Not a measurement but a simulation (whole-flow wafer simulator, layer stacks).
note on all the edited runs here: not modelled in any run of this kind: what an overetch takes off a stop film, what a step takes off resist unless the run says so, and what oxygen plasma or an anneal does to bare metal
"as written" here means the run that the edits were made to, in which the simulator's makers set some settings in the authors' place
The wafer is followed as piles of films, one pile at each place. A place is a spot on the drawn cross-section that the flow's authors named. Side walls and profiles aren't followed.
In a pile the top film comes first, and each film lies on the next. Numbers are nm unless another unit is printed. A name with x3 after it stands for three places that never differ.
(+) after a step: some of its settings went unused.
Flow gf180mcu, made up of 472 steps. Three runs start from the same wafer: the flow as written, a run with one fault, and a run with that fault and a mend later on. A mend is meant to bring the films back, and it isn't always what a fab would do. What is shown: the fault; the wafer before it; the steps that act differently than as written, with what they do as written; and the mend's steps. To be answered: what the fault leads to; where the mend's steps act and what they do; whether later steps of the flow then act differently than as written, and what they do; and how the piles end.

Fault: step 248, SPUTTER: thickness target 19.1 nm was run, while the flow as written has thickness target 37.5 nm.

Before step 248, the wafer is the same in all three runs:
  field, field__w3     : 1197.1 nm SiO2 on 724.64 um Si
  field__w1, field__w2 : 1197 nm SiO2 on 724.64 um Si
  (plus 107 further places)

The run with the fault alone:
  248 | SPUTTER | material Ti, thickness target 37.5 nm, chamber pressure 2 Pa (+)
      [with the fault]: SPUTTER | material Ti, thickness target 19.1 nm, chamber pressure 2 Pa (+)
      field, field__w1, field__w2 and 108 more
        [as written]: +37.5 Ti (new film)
        [with the fault]: +19.1 Ti (new film)
  Steps further on in the flow that do not act as written:
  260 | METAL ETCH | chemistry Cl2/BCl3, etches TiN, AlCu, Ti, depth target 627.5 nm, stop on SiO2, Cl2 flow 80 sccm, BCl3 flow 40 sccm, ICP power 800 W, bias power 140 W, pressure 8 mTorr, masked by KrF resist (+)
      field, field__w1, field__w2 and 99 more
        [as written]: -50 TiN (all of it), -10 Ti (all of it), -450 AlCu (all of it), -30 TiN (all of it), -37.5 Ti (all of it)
        [with the fault]: -50 TiN (all of it), -10 Ti (all of it), -450 AlCu (all of it), -30 TiN (all of it), -19.1 Ti (all of it)
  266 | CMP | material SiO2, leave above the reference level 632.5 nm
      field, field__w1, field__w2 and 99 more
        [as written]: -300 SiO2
        [with the fault]: -318.4 SiO2
  By the end, the piles at field__w8, contact, m1 and 6 more depart from the flow's by more than 2% or 0.5 nm, whichever is larger.
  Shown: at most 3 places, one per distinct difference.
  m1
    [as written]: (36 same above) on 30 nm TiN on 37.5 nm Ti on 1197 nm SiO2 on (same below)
    [with the fault]: (36 same above) on 30 nm TiN on 19.1 nm Ti on 1197 nm SiO2 on (same below)
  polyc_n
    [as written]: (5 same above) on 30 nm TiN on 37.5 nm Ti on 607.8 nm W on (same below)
    [with the fault]: (5 same above) on 30 nm TiN on 19.1 nm Ti on 607.8 nm W on (same below)
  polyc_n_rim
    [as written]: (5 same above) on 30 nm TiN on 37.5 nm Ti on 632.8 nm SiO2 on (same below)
    [with the fault]: (5 same above) on 30 nm TiN on 19.1 nm Ti on 632.8 nm SiO2 on (same below)

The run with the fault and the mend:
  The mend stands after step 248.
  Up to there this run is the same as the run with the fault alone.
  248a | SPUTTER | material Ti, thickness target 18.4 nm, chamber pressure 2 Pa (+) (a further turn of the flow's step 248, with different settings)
      field, field__w1, field__w2 and 108 more
        +18.4 Ti
  Every later step of the flow that is run acts as written at every place that is followed.
  At every place that both follow, the piles at the end match the flow's.
